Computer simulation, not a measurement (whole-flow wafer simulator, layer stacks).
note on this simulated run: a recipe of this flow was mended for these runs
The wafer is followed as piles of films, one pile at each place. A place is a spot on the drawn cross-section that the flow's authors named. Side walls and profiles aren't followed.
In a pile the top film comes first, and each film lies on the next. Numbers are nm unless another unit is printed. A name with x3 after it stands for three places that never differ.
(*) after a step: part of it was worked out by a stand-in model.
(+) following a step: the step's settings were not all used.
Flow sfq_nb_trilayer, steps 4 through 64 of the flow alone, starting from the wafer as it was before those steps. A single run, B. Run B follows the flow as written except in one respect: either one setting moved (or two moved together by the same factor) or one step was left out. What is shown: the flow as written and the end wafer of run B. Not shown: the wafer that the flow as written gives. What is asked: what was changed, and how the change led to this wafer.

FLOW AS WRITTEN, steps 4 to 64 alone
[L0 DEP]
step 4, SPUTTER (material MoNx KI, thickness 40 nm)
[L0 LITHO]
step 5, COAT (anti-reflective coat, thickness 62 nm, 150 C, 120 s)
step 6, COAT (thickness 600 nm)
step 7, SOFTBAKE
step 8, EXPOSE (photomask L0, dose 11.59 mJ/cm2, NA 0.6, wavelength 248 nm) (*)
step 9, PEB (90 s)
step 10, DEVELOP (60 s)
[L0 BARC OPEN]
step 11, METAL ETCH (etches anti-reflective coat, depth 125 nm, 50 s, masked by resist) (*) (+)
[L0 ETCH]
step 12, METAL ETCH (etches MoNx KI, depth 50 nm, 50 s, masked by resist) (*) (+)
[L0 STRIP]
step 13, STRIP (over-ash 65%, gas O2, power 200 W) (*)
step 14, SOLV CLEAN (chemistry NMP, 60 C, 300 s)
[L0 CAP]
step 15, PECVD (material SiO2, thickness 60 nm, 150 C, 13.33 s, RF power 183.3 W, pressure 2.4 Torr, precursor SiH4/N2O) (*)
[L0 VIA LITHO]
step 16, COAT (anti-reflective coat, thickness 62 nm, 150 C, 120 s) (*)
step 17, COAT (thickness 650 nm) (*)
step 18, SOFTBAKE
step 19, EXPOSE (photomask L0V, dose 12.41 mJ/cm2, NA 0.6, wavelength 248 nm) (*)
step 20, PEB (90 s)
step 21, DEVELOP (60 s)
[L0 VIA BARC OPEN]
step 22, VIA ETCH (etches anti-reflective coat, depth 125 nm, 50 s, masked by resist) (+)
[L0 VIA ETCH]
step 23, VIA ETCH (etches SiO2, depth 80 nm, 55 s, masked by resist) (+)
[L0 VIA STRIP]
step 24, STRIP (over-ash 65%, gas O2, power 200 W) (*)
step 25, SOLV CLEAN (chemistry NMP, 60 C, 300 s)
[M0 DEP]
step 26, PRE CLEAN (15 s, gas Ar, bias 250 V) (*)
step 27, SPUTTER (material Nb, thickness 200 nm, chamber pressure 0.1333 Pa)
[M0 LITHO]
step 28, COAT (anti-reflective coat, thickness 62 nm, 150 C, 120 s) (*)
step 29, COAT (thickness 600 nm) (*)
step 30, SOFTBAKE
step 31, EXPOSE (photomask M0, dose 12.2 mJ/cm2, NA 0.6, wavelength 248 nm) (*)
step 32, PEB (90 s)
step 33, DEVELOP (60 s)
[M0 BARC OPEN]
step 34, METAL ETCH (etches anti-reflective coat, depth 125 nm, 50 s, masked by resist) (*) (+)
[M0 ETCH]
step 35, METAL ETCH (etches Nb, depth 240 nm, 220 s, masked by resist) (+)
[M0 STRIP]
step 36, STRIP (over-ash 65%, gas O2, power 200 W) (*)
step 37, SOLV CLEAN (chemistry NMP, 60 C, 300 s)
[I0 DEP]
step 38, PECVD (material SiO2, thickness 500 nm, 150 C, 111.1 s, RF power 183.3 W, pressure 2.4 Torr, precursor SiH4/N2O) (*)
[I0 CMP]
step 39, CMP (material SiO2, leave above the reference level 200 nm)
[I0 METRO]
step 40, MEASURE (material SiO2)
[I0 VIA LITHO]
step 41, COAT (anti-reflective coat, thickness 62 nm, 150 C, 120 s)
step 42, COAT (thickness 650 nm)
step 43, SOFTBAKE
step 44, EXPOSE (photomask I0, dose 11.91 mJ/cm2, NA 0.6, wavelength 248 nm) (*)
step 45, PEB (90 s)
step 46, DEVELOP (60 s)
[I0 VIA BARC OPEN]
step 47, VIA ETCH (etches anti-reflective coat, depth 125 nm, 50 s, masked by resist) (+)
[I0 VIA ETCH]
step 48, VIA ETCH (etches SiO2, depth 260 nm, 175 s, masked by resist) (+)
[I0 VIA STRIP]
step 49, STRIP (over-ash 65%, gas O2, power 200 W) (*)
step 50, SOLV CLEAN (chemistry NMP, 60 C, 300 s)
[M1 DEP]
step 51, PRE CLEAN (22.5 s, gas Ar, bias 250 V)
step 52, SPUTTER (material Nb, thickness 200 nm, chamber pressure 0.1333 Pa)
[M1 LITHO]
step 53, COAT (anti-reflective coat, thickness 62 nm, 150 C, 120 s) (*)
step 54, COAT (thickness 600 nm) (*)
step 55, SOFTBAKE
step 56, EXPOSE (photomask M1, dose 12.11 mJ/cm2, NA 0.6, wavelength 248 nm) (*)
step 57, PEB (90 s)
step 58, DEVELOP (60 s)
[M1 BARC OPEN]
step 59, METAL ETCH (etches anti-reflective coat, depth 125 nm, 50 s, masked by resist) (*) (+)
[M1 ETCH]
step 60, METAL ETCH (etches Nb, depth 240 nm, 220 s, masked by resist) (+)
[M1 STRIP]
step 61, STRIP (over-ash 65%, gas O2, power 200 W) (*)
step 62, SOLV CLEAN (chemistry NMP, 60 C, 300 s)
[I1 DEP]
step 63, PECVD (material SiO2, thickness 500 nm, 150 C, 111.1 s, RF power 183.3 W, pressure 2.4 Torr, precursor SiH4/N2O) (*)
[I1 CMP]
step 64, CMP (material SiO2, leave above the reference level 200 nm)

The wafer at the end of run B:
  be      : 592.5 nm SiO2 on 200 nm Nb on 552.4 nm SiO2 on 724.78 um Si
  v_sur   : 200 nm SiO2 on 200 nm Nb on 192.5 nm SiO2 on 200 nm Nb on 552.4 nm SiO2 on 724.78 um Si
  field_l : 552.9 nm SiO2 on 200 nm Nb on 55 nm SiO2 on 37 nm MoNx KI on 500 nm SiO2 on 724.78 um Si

What caused this: step 4, SPUTTER: thickness 37 nm was run, while the flow as written has thickness 40 nm.
The wafer lets one read it off: field_l has MoNx KI 37, and step 4 as written asks for 40 nm.

The path from the change to this, step by step:
  step 4, SPUTTER (material MoNx KI, thickness 40 nm)
      field_l, v_sur, via_wl and 103 more: +37 MoNx KI (new film) (it would be, as written: +40 MoNx KI (new film))
  step 12, METAL ETCH (etches MoNx KI, depth 50 nm, 50 s, masked by resist) (*) (+)
      v_sur, via_wl, via_w and 97 more: -37 MoNx KI (all of it), -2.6 SiO2 (it would be, as written: -40 MoNx KI (all of it), -2 SiO2)
  step 28, COAT (anti-reflective coat, thickness 62 nm, 150 C, 120 s) (*)
      l0_sur: +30 anti-reflective coat (new film) (it would be, as written: +29.3 anti-reflective coat (new film))
  step 36, STRIP (over-ash 65%, gas O2, power 200 W) (*)
      l0_sur: -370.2 KrF-resist-other-grade (all of it), -30 anti-reflective coat (all of it) (it would be, as written: -370 KrF-resist-other-grade (all of it), -29.3 anti-reflective coat (all of it))
